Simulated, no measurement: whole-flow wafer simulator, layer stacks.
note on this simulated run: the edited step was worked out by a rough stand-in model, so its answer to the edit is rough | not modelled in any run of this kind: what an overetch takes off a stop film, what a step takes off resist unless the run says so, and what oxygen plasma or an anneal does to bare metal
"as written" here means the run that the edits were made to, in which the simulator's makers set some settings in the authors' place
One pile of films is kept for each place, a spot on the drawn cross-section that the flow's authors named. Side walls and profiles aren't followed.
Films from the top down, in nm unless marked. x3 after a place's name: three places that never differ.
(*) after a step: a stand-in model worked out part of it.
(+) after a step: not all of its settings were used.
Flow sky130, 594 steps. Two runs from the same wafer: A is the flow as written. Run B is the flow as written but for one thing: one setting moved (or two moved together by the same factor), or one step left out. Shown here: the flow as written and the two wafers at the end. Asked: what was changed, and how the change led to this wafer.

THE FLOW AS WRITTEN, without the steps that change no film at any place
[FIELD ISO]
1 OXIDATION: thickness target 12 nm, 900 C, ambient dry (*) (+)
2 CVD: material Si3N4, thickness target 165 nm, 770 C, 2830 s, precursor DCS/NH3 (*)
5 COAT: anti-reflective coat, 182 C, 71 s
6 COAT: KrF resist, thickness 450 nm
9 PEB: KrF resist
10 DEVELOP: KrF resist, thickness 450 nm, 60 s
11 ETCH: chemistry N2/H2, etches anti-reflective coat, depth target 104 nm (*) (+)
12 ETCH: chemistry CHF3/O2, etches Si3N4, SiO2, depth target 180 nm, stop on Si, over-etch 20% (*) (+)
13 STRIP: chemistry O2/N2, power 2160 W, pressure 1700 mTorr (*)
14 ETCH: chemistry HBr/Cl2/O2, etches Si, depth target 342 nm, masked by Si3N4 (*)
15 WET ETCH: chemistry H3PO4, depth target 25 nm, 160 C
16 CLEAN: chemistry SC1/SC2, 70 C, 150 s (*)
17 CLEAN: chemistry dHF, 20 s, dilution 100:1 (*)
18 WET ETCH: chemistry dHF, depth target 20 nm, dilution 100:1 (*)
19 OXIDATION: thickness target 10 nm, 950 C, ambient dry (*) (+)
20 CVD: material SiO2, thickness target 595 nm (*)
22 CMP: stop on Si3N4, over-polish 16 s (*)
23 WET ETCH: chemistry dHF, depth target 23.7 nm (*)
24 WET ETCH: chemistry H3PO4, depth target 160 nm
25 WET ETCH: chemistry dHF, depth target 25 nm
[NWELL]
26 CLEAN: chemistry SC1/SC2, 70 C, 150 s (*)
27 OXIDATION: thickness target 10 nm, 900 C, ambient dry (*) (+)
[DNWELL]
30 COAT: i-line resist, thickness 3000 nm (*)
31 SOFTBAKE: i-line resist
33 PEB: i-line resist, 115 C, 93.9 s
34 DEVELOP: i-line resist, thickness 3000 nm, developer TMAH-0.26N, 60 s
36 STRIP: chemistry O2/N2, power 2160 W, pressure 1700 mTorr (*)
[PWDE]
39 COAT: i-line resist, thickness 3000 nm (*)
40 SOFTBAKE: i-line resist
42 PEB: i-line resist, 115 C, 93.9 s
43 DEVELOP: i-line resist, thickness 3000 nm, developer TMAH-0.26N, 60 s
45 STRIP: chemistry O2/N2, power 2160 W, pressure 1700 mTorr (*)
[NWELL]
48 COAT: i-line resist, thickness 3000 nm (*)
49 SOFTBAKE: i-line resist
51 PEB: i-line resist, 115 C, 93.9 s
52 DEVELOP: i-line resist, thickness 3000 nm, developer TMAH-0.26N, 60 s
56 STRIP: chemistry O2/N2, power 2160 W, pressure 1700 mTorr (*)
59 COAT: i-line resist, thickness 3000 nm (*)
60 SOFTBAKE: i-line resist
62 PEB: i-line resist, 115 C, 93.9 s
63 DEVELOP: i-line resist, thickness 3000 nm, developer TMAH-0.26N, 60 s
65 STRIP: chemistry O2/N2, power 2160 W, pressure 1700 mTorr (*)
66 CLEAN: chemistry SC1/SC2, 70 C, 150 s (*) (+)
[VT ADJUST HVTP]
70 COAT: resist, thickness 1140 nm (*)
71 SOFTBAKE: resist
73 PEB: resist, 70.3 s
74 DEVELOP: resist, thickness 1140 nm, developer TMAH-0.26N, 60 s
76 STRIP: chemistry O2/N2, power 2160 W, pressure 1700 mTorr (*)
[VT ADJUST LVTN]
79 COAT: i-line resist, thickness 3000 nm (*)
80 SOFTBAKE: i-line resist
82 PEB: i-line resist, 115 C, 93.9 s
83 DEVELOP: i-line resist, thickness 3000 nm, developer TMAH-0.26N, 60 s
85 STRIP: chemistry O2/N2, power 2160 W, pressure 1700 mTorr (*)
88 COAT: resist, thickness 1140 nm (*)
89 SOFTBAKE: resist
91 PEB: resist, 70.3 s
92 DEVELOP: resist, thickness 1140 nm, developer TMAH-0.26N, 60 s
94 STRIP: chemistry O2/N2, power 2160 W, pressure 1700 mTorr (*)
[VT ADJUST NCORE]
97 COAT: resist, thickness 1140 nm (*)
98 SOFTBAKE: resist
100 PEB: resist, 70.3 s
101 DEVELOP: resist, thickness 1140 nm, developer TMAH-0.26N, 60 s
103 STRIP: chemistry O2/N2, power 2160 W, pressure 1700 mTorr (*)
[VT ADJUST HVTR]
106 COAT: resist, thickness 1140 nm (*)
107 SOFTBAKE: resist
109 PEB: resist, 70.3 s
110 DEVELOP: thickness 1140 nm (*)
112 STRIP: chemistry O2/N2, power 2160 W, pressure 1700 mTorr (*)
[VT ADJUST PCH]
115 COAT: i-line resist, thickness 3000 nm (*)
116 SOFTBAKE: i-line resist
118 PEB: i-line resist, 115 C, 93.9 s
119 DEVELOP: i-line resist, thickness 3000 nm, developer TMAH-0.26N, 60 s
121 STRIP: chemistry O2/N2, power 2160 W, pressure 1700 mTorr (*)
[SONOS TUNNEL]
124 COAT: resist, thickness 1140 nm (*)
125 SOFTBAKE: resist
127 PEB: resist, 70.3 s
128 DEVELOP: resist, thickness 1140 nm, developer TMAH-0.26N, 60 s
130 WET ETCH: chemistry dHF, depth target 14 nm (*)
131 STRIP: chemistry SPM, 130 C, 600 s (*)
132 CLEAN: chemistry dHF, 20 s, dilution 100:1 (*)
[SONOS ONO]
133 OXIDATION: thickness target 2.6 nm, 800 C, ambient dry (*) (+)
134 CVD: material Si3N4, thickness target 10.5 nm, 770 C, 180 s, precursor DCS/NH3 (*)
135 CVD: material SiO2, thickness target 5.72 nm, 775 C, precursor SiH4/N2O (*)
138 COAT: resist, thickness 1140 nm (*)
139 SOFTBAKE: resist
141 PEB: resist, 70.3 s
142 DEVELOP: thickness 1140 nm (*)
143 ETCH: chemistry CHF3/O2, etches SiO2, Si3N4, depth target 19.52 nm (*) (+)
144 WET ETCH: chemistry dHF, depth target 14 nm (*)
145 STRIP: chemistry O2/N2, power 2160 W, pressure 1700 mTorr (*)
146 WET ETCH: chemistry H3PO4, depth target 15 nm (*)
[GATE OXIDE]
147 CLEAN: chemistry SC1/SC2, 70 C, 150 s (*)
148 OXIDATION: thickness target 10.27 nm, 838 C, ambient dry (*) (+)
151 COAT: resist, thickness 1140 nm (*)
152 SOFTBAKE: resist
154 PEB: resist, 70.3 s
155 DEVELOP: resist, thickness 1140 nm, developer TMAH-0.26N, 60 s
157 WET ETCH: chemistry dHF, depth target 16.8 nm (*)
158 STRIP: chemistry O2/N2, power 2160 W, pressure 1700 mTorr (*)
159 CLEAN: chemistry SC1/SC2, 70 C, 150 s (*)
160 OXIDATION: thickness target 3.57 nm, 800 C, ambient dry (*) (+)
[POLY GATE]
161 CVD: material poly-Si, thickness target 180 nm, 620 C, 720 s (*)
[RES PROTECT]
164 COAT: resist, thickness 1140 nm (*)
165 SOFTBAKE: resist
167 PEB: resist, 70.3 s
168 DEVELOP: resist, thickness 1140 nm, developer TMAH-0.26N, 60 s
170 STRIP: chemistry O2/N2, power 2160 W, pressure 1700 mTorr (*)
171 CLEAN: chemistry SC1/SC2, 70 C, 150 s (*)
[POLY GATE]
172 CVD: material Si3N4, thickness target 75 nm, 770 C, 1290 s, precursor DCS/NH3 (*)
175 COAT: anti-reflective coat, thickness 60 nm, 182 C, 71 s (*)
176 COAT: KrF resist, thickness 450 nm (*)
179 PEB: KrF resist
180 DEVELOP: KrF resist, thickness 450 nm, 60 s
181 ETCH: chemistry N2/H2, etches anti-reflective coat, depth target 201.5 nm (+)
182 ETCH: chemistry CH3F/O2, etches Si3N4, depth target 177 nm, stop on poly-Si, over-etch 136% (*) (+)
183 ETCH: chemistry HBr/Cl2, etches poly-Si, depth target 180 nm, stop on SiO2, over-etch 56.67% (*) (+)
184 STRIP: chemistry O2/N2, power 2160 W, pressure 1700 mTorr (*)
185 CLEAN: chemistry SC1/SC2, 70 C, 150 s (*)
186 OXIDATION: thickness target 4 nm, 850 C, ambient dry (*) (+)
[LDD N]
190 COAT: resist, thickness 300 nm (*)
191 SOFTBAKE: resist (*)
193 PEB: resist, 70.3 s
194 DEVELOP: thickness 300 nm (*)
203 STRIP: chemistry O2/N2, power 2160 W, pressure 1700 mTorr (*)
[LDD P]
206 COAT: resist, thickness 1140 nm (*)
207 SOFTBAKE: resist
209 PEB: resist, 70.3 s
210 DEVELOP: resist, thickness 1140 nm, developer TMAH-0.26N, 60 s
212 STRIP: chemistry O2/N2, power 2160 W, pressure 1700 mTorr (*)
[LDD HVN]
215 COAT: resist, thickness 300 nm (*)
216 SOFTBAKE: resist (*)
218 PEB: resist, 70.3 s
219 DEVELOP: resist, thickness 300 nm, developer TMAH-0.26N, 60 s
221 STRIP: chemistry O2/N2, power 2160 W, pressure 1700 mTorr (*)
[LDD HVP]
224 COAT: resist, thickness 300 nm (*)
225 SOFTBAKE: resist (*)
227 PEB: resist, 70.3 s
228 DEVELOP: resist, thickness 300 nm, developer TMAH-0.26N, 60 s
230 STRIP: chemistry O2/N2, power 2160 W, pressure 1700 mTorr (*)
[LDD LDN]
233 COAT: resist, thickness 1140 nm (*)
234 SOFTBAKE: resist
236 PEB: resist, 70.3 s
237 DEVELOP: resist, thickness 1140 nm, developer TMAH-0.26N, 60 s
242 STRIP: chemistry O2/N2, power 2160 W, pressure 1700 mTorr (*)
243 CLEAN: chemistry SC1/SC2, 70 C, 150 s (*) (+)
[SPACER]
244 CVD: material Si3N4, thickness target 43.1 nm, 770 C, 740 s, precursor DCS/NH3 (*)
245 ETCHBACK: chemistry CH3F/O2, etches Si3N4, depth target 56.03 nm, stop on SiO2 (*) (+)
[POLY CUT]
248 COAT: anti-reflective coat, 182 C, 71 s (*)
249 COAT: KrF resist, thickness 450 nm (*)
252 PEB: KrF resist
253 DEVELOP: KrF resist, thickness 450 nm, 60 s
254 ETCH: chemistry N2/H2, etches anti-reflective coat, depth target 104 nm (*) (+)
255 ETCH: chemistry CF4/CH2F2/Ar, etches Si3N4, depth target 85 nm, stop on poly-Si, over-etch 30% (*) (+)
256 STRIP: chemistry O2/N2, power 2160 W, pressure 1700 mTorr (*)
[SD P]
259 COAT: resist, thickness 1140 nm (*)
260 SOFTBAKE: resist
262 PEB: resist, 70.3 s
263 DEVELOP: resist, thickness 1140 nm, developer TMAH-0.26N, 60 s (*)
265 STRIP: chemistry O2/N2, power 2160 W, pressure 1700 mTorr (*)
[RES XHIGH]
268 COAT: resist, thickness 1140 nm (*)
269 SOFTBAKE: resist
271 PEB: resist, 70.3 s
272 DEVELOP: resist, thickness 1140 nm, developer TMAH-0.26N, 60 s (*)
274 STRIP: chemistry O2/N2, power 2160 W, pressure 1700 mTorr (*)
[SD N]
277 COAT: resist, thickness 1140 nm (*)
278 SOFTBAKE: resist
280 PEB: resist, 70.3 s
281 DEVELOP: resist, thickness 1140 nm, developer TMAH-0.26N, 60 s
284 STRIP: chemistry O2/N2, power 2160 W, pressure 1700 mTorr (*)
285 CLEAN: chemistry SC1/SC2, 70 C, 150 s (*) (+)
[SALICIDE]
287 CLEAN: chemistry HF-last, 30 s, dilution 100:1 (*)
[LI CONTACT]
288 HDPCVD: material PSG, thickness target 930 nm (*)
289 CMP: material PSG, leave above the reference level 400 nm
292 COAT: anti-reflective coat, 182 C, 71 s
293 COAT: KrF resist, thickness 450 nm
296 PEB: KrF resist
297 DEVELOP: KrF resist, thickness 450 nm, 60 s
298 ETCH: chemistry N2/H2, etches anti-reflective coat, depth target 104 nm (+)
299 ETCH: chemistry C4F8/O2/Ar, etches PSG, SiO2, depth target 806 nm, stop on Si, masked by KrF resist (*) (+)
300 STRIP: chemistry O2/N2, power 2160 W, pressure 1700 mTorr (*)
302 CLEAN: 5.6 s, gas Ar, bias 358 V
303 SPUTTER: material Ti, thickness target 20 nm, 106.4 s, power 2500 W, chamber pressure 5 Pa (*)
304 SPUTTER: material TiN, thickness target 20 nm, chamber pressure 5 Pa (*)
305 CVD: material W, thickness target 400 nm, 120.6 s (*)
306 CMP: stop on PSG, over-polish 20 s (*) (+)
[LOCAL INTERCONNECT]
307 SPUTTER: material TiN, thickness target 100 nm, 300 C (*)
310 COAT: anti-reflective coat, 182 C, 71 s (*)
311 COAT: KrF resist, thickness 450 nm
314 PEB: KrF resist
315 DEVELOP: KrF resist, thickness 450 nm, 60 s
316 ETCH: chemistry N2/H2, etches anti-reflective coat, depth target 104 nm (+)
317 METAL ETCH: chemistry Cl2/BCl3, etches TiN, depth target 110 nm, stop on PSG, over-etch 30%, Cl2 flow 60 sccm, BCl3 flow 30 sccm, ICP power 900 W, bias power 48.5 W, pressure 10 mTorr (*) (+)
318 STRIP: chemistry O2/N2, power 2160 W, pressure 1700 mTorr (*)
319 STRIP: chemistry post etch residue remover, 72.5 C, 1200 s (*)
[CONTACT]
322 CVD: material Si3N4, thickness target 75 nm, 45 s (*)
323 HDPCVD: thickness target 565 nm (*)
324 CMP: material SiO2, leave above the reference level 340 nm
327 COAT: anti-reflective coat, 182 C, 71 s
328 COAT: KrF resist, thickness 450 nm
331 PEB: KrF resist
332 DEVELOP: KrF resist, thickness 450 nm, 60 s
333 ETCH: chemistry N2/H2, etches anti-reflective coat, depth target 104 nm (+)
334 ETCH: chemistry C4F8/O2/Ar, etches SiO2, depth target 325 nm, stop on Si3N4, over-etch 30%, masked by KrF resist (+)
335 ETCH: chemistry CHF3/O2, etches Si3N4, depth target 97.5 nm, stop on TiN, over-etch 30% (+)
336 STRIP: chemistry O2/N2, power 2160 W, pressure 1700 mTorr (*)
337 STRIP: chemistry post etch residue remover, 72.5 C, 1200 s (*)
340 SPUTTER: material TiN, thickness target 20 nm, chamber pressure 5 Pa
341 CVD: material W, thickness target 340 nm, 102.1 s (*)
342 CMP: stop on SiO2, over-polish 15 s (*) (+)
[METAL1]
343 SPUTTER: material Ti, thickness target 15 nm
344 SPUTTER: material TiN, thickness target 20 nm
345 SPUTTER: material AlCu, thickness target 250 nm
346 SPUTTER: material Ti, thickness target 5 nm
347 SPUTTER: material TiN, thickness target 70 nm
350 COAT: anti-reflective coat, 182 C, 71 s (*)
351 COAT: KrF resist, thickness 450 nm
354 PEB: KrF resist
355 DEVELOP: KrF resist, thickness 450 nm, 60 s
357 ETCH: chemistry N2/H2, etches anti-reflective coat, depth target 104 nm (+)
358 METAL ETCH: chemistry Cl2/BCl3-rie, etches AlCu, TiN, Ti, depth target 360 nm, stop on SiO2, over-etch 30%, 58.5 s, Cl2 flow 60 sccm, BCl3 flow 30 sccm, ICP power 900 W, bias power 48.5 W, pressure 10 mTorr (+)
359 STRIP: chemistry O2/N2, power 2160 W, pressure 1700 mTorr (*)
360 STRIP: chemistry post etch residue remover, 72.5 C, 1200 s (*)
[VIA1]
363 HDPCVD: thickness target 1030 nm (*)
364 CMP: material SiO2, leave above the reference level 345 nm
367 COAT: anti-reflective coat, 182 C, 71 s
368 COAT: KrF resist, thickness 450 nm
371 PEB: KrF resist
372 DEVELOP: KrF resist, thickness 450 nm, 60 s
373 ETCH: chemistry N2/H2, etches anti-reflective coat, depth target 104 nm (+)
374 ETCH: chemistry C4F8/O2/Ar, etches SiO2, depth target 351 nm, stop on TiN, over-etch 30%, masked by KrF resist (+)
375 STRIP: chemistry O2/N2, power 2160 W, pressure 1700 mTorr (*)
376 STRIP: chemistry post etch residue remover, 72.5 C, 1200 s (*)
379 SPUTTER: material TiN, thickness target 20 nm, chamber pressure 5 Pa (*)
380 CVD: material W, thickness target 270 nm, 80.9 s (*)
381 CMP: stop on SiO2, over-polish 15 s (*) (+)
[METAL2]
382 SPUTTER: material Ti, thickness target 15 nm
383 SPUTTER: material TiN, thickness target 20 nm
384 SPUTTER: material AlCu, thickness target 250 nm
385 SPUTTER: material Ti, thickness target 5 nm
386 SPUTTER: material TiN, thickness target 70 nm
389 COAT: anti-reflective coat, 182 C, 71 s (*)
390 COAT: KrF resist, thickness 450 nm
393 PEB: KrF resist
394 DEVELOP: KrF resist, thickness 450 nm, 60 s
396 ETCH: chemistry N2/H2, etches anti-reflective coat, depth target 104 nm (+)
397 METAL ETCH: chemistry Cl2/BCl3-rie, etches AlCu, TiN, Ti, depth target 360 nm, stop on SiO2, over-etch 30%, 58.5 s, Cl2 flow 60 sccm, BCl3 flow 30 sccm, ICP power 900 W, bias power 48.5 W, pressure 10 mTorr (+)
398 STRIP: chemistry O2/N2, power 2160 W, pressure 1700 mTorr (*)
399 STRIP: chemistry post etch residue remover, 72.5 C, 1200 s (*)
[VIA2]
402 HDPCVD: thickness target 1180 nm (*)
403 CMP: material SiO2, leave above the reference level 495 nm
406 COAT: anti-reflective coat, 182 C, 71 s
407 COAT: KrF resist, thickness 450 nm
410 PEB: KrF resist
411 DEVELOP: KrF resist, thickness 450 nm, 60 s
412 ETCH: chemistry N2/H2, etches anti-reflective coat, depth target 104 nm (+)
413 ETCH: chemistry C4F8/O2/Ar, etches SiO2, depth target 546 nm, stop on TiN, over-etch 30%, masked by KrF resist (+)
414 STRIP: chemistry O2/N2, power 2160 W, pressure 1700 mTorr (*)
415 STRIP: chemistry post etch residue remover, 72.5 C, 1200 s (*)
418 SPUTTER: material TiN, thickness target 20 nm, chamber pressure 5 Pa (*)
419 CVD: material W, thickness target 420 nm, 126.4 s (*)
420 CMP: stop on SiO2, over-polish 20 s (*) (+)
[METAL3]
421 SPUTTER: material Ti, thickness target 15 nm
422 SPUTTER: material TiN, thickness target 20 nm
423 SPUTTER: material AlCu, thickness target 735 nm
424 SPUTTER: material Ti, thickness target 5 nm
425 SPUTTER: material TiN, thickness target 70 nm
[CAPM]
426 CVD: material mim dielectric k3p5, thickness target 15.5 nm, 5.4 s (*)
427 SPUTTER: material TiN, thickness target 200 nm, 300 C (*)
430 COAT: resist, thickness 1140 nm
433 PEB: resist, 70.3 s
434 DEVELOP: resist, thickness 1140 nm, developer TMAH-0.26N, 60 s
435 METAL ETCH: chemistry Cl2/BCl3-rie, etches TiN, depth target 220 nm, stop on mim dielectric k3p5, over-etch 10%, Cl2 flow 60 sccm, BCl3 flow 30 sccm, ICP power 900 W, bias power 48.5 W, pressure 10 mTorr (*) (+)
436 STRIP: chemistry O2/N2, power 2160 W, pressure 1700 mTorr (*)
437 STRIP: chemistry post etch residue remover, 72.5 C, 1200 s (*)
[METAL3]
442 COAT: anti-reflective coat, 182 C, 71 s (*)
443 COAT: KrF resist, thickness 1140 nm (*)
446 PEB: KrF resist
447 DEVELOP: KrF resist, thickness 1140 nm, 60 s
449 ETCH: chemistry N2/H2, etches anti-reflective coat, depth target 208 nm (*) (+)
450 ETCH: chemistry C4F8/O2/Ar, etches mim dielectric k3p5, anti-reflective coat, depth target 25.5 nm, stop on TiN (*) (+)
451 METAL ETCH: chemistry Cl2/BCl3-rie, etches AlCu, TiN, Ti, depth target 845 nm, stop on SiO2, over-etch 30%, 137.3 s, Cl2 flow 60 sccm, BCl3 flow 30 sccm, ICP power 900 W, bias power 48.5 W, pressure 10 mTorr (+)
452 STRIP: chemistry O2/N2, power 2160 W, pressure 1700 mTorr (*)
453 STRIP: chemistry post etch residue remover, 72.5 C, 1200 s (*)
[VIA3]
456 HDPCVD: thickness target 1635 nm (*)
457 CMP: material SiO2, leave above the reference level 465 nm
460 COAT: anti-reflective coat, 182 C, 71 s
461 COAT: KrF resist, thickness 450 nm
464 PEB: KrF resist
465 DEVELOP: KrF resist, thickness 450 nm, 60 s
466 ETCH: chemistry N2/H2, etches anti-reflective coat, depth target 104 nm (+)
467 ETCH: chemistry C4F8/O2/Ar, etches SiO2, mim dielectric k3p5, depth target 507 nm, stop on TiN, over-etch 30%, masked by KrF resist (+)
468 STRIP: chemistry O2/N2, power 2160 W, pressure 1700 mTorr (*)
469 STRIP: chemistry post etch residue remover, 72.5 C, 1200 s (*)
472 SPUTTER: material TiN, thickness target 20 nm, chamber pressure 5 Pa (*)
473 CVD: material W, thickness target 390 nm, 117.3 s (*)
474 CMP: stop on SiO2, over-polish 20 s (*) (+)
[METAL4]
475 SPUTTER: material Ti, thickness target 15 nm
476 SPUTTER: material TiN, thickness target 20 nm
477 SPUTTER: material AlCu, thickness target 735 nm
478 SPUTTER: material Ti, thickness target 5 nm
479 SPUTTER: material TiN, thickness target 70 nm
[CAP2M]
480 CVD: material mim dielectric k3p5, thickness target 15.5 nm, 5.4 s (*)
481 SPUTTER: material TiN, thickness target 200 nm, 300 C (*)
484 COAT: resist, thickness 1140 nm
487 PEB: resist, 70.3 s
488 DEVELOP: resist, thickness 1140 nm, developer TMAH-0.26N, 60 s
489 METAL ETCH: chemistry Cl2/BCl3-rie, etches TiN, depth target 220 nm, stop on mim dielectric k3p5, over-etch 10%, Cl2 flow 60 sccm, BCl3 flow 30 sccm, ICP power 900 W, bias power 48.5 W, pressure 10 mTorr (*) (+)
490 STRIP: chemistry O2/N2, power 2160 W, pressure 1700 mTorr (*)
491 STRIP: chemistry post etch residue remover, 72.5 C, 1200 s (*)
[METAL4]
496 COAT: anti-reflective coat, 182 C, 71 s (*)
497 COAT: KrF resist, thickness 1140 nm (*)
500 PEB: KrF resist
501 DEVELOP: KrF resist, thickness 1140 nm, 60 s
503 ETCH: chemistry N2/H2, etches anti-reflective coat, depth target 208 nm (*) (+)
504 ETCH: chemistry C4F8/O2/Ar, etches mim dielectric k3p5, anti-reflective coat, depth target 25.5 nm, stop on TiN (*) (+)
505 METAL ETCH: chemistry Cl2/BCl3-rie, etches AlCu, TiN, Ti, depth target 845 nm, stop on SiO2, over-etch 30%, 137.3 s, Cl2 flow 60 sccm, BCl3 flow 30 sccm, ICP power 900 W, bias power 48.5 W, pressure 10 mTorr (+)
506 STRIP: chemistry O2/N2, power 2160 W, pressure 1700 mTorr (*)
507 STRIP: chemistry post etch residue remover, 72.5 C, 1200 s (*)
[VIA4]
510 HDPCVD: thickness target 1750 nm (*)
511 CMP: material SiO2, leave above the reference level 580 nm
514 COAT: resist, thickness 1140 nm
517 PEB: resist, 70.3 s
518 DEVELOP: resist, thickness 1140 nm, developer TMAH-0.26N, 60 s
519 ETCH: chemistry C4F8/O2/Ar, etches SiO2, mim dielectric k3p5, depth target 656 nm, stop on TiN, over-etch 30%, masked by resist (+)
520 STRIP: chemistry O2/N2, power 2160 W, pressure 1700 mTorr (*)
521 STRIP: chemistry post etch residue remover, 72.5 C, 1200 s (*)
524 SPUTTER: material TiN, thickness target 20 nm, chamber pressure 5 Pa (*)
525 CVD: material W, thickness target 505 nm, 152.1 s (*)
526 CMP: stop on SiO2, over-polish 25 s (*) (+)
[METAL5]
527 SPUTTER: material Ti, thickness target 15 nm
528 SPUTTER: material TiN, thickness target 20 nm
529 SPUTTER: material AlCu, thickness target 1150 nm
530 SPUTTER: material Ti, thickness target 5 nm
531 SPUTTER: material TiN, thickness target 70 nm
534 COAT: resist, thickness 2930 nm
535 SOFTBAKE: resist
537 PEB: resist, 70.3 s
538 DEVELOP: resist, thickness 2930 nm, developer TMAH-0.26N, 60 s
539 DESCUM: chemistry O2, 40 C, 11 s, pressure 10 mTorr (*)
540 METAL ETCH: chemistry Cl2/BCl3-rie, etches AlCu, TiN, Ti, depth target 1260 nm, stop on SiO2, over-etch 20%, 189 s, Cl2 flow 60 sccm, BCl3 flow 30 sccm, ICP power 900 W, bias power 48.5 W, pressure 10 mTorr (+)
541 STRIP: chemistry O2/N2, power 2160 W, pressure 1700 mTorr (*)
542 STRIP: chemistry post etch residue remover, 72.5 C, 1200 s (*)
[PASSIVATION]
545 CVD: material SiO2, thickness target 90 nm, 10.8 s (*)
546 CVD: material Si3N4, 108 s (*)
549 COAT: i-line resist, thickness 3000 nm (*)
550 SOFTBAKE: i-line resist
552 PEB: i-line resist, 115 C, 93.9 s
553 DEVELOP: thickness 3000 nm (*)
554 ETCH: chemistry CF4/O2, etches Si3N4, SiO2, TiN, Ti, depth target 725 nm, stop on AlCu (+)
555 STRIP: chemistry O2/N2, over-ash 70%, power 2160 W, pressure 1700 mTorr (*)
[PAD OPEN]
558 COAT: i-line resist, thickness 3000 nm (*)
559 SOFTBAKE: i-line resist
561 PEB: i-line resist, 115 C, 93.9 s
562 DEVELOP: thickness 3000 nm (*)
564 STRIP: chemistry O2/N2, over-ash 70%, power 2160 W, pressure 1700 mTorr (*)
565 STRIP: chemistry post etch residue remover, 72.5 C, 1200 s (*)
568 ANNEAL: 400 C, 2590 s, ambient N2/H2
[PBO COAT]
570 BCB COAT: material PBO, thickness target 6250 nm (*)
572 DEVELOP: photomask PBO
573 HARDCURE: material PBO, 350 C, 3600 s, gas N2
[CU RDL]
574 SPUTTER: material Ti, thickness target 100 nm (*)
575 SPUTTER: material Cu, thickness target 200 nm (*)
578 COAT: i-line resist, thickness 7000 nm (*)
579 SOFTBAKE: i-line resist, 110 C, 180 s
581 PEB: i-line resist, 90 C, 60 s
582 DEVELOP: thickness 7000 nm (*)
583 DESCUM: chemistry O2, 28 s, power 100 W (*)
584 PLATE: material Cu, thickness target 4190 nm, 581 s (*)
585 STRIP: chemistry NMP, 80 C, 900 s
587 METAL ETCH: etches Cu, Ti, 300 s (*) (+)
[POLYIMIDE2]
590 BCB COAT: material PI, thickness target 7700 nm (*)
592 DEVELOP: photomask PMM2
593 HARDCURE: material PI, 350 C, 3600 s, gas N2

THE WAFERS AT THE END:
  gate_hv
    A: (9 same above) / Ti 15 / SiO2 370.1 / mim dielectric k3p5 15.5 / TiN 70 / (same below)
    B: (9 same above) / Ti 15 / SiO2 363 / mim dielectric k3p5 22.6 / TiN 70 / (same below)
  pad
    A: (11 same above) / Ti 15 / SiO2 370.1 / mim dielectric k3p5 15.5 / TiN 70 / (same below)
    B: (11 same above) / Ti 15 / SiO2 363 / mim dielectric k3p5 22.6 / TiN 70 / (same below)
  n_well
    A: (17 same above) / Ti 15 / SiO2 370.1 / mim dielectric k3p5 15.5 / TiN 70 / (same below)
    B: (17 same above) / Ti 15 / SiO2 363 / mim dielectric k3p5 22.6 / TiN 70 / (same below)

The cause: step 426, CVD: thickness target 22.6 nm was run, where the flow has thickness target 15.5 nm; step 426, CVD: 7.88 s was run, where the flow has 5.4 s.
It can be read off the wafer: gate_hv has mim dielectric k3p5 22.6, and step 426 as written asks for 15.5 nm.

How the change led to this, step by step:
  426 CVD: material mim dielectric k3p5, thickness target 15.5 nm, 5.4 s (*)
      field, active, n_well and 188 more: A mim dielectric k3p5 +15.5 (new film) | B mim dielectric k3p5 +22.6 (new film)
  450 ETCH: chemistry C4F8/O2/Ar, etches mim dielectric k3p5, anti-reflective coat, depth target 25.5 nm, stop on TiN (*) (+)
      n_well, p_well, gate_hv and 104 more: A KrF resist -15.5 | B KrF resist -17
      field, active, gate and 82 more: A mim dielectric k3p5 -15.5 (all of it) | B mim dielectric k3p5 -22.6 (all of it)
  467 ETCH: chemistry C4F8/O2/Ar, etches SiO2, mim dielectric k3p5, depth target 507 nm, stop on TiN, over-etch 30%, masked by KrF resist (+)
      m1: A SiO2 -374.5 (all of it), mim dielectric k3p5 -15.5 (all of it) | B SiO2 -367.4 (all of it), mim dielectric k3p5 -22.6 (all of it)
      via3_hole: A SiO2 -373.9 (all of it), mim dielectric k3p5 -15.5 (all of it) | B SiO2 -366.8 (all of it), mim dielectric k3p5 -22.6 (all of it)
